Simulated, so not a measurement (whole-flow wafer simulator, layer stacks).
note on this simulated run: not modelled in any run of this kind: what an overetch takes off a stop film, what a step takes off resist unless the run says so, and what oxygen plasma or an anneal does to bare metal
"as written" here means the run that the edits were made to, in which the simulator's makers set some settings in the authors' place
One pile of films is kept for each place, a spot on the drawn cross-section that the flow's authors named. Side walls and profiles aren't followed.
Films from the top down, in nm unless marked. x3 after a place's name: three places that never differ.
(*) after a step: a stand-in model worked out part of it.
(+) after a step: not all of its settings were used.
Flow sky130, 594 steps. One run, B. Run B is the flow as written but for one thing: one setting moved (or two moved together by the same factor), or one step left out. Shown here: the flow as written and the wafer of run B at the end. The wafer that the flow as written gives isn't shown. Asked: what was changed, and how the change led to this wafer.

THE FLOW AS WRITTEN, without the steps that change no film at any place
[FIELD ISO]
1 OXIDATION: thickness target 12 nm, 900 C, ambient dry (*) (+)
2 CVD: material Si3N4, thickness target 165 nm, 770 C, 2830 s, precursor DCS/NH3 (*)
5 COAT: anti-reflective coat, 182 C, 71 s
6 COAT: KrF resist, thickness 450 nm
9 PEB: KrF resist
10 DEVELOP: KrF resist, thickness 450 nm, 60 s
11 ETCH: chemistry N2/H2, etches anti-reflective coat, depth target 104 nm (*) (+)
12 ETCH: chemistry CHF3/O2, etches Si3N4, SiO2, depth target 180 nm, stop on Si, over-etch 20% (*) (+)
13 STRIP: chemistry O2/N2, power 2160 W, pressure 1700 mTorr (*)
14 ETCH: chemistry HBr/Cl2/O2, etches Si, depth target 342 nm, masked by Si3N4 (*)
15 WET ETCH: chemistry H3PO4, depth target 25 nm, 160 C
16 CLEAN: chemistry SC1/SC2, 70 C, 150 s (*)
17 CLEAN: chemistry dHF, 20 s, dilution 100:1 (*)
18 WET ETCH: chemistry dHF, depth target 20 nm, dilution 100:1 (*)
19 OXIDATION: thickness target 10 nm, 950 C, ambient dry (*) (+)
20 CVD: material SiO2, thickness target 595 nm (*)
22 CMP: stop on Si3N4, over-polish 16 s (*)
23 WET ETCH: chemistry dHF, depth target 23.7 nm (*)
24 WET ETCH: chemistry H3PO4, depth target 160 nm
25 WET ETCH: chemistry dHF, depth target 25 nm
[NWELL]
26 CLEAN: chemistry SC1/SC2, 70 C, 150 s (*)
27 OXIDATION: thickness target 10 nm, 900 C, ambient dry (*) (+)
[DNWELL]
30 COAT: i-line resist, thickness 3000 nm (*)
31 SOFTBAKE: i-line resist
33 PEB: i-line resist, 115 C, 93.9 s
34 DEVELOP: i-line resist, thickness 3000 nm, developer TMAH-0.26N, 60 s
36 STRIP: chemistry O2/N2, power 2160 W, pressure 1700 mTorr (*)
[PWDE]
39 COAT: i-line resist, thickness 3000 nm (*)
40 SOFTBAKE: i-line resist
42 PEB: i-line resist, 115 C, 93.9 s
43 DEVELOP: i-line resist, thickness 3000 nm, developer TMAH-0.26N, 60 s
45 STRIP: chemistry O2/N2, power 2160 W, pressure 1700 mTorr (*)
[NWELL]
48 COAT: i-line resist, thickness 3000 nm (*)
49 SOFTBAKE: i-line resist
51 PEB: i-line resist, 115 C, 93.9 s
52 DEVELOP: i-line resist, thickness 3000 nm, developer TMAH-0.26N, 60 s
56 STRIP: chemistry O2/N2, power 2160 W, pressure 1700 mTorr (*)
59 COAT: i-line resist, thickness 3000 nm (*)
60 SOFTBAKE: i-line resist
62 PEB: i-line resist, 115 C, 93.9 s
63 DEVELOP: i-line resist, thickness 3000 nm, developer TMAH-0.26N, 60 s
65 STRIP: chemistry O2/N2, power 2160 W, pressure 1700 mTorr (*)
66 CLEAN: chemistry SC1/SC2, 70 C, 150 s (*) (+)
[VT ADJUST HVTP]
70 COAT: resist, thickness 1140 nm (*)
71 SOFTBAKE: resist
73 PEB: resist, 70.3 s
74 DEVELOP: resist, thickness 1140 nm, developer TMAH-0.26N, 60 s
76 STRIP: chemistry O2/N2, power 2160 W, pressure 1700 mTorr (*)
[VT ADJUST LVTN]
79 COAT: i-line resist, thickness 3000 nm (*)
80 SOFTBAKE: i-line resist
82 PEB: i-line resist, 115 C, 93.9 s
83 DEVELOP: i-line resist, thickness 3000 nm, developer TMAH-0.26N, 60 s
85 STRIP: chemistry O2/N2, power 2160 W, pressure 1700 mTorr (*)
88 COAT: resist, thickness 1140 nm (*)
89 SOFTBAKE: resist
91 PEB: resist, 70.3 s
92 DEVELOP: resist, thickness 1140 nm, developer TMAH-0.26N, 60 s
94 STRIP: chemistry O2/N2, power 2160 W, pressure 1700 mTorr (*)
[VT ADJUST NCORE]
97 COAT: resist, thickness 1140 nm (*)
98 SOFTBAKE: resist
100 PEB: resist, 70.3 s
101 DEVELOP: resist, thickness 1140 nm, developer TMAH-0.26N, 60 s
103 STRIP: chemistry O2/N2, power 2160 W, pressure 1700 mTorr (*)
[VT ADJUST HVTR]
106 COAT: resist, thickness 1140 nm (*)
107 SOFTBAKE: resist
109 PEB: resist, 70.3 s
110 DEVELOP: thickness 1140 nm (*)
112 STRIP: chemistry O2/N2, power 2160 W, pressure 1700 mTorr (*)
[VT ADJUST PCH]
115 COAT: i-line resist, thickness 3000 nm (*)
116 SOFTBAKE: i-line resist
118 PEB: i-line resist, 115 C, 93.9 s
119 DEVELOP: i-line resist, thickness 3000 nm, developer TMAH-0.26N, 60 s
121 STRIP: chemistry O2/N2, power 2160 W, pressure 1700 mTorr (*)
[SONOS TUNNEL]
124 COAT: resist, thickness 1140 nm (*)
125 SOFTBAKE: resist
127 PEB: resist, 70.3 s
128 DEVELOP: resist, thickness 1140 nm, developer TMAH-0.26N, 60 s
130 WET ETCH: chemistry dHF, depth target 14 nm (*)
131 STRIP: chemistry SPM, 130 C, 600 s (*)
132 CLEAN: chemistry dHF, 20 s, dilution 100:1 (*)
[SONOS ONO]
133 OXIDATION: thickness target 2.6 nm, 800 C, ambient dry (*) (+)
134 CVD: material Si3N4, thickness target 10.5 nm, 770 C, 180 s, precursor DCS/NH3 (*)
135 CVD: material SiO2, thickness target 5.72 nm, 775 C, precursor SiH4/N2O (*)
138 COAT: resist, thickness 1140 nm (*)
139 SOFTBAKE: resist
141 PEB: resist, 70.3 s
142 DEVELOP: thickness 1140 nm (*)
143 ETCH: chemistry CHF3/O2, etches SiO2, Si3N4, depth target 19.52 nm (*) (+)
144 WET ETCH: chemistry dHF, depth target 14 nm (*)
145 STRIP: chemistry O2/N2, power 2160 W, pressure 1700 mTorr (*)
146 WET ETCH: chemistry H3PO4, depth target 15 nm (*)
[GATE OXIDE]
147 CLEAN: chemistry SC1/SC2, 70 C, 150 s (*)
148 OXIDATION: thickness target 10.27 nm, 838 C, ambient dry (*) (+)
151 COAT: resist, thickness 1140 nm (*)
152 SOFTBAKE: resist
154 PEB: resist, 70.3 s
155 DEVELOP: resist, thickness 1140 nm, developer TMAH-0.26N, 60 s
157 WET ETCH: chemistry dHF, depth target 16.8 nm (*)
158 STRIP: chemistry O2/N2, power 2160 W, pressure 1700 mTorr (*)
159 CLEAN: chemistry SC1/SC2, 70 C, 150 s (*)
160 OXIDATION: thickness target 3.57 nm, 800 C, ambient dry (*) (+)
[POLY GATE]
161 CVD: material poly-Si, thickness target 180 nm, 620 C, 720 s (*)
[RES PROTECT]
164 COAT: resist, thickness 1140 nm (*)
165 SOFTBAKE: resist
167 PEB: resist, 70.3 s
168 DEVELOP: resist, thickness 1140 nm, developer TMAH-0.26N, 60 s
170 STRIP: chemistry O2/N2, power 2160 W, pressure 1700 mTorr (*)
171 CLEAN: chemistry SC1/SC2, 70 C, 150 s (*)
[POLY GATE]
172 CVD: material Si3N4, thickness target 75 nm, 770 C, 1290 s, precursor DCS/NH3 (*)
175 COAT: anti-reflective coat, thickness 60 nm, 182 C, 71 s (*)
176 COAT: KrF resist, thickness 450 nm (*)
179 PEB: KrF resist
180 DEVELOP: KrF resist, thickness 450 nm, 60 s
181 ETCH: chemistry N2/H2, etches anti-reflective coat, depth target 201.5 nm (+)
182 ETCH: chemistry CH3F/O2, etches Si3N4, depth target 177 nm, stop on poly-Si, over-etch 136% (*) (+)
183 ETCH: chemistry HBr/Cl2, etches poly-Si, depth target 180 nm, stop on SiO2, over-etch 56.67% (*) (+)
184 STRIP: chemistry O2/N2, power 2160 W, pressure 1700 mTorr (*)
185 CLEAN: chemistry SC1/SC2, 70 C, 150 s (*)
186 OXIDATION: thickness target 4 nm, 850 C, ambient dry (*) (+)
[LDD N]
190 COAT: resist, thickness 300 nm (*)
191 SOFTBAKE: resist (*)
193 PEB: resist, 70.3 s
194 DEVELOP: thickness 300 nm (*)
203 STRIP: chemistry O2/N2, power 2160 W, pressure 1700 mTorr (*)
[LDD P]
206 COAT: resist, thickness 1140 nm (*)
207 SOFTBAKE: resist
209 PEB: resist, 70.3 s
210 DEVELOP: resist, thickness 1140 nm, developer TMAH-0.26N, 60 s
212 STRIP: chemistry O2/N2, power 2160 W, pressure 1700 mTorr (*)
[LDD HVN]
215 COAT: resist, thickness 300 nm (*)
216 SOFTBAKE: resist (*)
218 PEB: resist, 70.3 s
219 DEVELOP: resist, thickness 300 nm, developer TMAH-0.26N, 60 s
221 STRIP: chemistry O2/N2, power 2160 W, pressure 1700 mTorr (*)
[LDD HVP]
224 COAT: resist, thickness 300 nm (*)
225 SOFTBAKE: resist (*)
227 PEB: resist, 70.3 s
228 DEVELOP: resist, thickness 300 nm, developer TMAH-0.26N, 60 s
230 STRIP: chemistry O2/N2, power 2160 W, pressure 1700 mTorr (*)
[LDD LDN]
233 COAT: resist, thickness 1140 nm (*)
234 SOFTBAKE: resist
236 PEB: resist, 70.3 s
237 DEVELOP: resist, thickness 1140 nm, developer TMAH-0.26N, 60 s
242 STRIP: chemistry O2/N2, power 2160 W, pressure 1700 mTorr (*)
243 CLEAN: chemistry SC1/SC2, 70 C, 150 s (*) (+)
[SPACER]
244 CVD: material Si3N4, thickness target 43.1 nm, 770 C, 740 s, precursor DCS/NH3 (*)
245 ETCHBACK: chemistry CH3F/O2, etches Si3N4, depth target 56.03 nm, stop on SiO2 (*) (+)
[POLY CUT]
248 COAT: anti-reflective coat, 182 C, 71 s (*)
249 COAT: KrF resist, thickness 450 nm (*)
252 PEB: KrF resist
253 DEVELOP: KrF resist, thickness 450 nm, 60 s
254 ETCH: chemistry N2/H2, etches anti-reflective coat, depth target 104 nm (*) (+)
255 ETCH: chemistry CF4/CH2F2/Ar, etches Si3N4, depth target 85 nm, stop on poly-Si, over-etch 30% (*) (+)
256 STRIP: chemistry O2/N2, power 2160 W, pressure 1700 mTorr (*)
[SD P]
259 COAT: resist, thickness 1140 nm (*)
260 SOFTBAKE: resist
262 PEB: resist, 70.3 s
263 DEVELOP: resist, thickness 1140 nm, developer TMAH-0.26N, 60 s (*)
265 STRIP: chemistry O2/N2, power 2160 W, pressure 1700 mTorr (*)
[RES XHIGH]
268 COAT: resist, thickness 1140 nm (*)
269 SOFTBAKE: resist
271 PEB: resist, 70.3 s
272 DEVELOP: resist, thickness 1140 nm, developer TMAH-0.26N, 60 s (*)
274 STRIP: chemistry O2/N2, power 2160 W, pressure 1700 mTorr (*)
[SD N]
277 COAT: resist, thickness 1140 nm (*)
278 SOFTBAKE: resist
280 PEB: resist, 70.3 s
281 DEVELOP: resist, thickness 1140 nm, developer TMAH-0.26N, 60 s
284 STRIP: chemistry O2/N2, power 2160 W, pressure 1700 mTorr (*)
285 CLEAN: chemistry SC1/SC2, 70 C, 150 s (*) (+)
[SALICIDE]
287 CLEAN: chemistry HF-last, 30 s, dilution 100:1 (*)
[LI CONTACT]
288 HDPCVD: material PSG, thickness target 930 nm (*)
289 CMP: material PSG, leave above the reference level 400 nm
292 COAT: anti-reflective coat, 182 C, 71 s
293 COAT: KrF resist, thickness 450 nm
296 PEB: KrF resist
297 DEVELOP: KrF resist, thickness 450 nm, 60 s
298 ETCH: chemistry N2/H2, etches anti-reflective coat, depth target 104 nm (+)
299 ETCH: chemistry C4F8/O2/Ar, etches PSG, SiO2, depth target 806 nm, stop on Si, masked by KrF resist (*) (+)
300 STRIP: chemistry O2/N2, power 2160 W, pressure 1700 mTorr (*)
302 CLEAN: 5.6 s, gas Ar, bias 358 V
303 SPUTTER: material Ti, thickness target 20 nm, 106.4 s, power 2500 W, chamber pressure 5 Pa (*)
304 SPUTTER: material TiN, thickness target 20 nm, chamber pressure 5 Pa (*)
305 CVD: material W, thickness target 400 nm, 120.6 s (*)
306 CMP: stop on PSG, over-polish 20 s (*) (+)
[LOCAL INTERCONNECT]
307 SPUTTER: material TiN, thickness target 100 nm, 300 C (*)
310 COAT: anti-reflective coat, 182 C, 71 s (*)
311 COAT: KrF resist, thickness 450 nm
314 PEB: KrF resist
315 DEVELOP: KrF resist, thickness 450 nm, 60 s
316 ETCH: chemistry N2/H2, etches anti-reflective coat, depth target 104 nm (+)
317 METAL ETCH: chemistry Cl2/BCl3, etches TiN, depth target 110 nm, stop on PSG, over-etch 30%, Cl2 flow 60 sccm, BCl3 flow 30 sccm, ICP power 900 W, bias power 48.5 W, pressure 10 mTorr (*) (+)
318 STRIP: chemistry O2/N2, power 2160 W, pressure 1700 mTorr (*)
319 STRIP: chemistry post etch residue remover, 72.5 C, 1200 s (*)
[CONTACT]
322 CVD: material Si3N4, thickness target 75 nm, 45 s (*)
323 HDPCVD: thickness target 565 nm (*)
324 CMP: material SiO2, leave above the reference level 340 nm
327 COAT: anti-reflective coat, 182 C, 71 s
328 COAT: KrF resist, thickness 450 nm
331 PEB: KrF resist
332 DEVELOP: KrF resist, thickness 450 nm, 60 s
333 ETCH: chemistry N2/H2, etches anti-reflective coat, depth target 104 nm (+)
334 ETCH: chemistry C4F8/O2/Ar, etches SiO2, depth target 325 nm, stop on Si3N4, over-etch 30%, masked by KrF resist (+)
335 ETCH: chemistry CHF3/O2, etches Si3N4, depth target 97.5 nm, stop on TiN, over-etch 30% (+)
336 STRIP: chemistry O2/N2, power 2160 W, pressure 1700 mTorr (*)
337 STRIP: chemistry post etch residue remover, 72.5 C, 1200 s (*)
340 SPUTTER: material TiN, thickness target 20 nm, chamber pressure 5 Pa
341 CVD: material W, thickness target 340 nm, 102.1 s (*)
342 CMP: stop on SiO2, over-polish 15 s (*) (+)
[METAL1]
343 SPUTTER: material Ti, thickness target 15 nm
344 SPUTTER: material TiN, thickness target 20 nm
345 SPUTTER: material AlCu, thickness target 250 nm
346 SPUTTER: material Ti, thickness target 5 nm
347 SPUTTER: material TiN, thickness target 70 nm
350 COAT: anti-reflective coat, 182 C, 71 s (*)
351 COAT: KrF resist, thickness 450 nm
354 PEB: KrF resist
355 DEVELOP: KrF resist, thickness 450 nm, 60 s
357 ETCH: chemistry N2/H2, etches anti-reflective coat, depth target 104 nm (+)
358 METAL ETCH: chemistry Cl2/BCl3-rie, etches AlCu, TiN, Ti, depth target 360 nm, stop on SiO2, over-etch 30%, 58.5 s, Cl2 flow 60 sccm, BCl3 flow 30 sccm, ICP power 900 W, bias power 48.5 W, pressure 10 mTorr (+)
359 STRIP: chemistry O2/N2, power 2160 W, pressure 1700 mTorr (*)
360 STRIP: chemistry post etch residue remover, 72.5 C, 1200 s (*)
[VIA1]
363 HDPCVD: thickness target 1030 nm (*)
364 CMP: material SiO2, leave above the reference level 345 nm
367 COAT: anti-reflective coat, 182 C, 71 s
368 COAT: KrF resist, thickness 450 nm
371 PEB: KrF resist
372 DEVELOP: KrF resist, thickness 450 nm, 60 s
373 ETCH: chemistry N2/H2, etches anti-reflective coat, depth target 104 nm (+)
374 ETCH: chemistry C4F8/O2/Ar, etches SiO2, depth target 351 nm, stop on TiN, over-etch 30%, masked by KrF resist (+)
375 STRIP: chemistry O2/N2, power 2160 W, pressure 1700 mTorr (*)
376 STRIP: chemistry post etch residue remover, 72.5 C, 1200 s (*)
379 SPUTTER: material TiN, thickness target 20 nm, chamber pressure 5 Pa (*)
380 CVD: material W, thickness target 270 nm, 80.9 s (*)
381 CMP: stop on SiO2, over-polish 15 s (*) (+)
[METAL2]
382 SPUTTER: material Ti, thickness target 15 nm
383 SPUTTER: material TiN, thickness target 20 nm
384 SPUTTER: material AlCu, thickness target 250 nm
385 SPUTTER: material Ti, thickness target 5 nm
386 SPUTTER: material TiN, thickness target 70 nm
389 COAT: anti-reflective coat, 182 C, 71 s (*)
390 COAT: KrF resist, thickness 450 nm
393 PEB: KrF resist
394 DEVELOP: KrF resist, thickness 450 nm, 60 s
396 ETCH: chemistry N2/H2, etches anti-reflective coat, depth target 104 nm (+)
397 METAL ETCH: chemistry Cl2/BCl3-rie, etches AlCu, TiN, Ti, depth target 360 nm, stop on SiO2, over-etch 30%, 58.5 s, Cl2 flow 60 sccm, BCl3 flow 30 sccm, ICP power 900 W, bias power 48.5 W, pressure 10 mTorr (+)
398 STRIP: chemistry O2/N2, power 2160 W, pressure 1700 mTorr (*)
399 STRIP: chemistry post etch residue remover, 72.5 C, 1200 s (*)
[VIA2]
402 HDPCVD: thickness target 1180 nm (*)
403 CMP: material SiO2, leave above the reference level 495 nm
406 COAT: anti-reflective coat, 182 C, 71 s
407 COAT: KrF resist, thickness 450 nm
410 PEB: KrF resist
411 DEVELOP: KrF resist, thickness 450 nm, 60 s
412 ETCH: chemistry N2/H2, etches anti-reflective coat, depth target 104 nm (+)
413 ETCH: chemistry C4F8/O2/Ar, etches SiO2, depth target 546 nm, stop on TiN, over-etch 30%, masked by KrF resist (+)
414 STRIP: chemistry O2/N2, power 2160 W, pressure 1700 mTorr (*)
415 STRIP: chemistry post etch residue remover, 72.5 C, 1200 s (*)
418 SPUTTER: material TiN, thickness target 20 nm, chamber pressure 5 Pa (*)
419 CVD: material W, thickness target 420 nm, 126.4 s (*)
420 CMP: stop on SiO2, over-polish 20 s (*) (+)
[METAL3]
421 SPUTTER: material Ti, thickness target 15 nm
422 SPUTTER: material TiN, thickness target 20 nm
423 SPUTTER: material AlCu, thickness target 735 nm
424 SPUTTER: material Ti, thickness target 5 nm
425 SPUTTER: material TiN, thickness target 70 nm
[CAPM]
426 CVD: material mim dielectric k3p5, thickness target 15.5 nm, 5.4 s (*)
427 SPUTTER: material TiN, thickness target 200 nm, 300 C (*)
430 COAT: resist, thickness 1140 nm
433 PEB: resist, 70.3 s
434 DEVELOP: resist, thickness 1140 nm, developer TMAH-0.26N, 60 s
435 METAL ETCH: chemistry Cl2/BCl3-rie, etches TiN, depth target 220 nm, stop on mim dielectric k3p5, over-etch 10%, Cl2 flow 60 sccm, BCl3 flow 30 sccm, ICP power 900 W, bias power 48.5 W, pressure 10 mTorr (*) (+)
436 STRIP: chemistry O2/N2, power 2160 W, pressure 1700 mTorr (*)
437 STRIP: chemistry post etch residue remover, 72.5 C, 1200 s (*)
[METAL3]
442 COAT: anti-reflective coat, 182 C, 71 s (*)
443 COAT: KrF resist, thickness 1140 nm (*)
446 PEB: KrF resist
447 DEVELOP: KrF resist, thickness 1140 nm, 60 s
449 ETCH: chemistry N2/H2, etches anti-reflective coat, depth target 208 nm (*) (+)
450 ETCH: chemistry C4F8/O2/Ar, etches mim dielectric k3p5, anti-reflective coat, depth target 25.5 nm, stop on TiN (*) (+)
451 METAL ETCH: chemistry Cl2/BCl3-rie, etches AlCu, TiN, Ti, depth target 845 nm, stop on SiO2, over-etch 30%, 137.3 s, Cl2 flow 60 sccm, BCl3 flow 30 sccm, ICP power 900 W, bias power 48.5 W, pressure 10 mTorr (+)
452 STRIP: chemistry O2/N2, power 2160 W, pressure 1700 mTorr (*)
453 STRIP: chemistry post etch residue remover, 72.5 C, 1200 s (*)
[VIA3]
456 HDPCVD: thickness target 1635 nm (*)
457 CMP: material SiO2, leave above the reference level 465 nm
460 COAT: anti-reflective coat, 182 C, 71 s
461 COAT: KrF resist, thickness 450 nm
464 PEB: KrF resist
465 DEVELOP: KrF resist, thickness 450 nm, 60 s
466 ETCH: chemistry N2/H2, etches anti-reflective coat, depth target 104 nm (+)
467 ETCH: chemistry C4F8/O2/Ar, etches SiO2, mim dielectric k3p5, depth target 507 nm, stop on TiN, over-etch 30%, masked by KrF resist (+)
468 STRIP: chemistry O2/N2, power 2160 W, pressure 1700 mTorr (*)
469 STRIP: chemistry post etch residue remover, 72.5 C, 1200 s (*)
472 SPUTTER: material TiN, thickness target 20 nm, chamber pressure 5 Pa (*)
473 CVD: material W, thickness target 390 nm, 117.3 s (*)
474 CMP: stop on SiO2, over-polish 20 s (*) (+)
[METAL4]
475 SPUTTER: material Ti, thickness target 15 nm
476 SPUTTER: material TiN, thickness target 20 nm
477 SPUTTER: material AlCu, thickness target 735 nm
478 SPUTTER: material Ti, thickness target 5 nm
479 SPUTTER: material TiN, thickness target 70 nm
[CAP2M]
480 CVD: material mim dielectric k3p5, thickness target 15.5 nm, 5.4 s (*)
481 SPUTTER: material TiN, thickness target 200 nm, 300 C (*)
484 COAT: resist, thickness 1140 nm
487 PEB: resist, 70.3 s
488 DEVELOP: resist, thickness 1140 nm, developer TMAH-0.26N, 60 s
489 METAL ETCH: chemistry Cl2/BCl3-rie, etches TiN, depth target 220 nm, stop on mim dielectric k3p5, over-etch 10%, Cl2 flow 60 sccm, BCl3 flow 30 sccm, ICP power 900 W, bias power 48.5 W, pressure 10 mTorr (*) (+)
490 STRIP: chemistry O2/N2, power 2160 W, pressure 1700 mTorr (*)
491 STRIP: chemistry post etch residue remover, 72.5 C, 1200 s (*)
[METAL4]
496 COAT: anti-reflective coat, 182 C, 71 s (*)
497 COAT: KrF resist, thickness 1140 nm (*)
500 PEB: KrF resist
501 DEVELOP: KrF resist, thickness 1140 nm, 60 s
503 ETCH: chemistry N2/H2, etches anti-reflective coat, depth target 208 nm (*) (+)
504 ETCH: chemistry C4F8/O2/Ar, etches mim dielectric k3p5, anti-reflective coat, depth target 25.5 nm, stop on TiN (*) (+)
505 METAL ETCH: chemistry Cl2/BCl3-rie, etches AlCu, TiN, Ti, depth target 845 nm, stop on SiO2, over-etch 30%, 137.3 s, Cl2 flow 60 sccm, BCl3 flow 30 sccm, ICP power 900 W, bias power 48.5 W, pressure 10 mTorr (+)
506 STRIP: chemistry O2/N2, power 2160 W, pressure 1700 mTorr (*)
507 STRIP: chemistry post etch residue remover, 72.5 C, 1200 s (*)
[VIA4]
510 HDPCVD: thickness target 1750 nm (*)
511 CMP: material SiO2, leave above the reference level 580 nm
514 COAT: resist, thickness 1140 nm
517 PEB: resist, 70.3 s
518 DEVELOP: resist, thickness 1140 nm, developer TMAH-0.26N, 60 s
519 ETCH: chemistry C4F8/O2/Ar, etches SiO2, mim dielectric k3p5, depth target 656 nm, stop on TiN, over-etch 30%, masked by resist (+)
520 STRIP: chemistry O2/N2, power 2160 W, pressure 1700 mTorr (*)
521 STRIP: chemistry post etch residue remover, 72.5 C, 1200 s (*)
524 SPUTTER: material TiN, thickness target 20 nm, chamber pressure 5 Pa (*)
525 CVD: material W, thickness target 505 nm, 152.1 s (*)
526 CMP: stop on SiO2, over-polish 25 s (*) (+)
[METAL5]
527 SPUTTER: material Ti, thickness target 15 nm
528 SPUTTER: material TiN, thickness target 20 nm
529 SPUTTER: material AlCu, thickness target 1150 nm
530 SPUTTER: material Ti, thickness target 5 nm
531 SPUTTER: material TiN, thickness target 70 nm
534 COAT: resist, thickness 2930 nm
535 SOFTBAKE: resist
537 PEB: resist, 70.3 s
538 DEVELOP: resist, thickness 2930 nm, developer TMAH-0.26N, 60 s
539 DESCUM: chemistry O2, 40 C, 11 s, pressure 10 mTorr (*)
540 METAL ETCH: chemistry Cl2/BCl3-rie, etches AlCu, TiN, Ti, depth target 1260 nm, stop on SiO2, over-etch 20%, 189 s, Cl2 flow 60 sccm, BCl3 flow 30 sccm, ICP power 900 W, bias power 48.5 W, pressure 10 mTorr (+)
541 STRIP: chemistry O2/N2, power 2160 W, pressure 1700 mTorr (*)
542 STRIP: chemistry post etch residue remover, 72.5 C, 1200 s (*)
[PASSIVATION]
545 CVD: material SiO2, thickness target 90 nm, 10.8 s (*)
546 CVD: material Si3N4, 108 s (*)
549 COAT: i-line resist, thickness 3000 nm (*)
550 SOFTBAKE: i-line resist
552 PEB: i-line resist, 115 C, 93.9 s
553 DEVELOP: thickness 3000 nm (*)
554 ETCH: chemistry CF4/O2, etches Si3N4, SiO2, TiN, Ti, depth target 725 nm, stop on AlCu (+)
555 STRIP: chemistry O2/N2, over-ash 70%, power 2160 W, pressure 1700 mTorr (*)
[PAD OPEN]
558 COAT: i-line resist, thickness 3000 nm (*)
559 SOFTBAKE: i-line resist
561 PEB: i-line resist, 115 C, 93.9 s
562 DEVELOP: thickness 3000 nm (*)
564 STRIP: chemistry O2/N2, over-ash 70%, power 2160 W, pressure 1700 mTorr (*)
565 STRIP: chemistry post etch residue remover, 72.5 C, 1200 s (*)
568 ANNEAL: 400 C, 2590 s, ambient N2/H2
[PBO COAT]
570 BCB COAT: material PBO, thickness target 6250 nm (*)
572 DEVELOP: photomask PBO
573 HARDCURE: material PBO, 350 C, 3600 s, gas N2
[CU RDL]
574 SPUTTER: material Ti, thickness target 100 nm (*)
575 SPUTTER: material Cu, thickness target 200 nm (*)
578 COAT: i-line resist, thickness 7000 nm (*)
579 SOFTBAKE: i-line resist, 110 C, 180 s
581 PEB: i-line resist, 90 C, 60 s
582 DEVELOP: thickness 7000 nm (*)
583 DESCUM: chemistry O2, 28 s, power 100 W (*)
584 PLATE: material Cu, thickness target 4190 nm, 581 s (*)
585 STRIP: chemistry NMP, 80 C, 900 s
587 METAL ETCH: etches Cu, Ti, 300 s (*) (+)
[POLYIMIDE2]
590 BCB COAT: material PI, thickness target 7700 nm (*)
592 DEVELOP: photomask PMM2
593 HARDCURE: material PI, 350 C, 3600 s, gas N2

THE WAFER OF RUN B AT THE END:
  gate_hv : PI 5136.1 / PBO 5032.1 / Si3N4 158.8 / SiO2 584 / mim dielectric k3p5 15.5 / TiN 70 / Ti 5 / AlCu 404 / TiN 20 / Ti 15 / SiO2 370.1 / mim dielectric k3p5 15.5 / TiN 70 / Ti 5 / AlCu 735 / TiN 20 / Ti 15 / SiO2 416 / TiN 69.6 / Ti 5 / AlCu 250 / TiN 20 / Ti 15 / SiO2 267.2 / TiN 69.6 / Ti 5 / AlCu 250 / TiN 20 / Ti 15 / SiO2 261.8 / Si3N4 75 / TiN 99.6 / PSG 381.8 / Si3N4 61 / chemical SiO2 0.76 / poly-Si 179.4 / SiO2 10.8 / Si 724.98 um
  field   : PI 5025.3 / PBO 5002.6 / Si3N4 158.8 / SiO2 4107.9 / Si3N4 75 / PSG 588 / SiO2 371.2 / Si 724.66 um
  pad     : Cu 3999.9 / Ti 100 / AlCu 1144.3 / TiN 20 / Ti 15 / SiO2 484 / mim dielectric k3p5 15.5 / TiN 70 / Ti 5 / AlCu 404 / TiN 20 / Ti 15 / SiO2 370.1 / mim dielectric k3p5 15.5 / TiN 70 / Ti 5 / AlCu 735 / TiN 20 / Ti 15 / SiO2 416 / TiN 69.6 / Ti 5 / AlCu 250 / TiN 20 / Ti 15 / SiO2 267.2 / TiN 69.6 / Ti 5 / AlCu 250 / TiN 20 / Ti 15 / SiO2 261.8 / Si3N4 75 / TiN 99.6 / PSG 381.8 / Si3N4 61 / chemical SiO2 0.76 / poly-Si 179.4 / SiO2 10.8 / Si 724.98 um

The cause: step 477, SPUTTER: thickness target 404 nm was run, where the flow has thickness target 735 nm.
It can be read off the wafer: gate_hv has AlCu 404, and step 477 as written asks for 735 nm.

How the change led to this, step by step:
  477 SPUTTER: material AlCu, thickness target 735 nm
      field, active, n_well and 189 more: AlCu +404 (new film) (as written it would be: AlCu +735 (new film))
  505 METAL ETCH: chemistry Cl2/BCl3-rie, etches AlCu, TiN, Ti, depth target 845 nm, stop on SiO2, over-etch 30%, 137.3 s, Cl2 flow 60 sccm, BCl3 flow 30 sccm, ICP power 900 W, bias power 48.5 W, pressure 10 mTorr (+)
      field, gate, spacer and 61 more: TiN -70 (all of it), Ti -5 (all of it), AlCu -404 (all of it), TiN -20 (all of it), Ti -15 (all of it), SiO2 -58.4 (as written it would be: TiN -70 (all of it), Ti -5 (all of it), AlCu -735 (all of it), TiN -20 (all of it), Ti -15 (all of it), SiO2 -25.4)
      vpp_iso1, m1_ln, poly_licon and 8 more: TiN -70 (all of it), Ti -5 (all of it), AlCu -404 (all of it), TiN -20 (all of it), Ti -15 (all of it), SiO2 -58.4 (as written it would be: TiN -70 (all of it), Ti -5 (all of it), AlCu -735 (all of it), TiN -20 (all of it), Ti -15 (all of it), SiO2 -25.3)
      (and at 13 more places)
  511 CMP: material SiO2, leave above the reference level 580 nm
      field, active, gate and 67 more: SiO2 -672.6 (as written it would be: SiO2 -374.7)
      vpp_ln, vpp_iso2, mim_edge_plate and 7 more: SiO2 -672.5 (as written it would be: SiO2 -374.7)
      (and at 8 more places)
